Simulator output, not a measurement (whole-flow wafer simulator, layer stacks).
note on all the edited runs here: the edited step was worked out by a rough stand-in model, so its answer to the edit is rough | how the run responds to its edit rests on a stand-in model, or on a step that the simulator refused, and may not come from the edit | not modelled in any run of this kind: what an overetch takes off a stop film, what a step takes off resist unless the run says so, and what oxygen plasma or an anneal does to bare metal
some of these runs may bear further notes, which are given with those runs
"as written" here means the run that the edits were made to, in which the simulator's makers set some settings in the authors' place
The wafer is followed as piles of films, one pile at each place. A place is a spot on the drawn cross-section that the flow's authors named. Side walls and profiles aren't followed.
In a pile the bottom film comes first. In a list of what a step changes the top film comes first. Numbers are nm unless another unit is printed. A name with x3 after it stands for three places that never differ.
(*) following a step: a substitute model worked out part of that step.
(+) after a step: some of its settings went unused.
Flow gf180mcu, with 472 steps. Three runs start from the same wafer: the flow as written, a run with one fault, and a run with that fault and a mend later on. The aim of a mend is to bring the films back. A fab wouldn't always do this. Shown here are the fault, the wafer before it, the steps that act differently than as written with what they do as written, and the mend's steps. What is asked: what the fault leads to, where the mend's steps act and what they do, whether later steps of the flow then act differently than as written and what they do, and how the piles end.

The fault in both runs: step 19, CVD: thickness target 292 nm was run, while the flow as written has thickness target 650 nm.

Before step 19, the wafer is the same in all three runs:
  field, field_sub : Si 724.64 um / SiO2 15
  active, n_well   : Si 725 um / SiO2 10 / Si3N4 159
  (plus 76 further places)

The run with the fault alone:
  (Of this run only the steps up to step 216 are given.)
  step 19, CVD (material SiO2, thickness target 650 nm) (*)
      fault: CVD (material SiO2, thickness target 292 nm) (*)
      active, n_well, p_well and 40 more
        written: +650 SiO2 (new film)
        fault: +292 SiO2 (new film)
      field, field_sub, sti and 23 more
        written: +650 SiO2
        fault: +292 SiO2
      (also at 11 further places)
  Later steps of the flow acting differently than as written (3 other steps are not shown; they differ only slightly, by no more than 2% or 0.5 nm, whichever is larger):
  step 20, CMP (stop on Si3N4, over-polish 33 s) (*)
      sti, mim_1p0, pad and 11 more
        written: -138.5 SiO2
        fault: nothing
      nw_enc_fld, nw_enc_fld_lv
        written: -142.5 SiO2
        fault: nothing
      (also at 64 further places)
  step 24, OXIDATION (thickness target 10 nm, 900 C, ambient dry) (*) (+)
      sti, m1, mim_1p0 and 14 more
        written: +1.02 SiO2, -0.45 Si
        fault: +1.79 SiO2, -0.79 Si
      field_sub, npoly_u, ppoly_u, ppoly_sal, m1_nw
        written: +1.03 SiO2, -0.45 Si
        fault: +1.79 SiO2, -0.79 Si
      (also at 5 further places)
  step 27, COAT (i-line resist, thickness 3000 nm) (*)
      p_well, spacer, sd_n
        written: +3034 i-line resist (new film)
        fault: +2827 i-line resist (new film)
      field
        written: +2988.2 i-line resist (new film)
        fault: +3093.3 i-line resist (new film)
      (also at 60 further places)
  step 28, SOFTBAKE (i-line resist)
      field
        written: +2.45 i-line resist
        fault: -12.8 i-line resist
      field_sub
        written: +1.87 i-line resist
        fault: -8.25 i-line resist
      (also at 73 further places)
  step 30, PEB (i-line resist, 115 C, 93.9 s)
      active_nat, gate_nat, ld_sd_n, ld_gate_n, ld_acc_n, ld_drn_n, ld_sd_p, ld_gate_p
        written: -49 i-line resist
        fault: -47.1 i-line resist
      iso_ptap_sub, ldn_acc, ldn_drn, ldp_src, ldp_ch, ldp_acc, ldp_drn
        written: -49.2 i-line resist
        fault: -46.6 i-line resist
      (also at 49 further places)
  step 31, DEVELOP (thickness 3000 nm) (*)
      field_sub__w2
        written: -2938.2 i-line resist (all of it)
        fault: -3023 i-line resist (all of it)
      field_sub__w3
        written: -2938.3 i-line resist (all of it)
        fault: -3029 i-line resist (all of it)
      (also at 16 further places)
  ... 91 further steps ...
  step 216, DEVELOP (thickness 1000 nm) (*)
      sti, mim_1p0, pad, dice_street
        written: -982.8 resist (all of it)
        fault: -1006.6 resist (all of it)
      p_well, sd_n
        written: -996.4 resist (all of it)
        fault: -806.3 resist (all of it)
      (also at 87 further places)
  After step 216, at field, field__w1, field__w2 and 54 more, the piles differ from the flow's by more than 2% or 0.5 nm, whichever is larger.
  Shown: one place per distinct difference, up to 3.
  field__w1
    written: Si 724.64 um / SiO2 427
    fault: Si 724.63 um / SiO2 165.3 / poly-Si 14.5 / SiO2 54.1
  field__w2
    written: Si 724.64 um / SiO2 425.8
    fault: Si 724.63 um / SiO2 165.3 / poly-Si 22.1 / SiO2 49.3
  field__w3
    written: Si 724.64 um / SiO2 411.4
    fault: Si 724.63 um / SiO2 151.1 / poly-Si 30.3 / SiO2 48.8

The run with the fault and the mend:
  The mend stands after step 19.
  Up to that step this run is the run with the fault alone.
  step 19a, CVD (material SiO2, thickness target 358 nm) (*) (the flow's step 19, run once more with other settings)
      field, field_sub, active and 76 more
        +358 SiO2
      m1
        +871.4 SiO2
  Later steps of the flow that are run all act as written at every place that is followed, up to a difference of at most 2% or 0.5 nm, whichever is larger.
  At the end the piles are close to the flow's at the places that both follow, differing by at most 2% or 0.5 nm, whichever is larger.
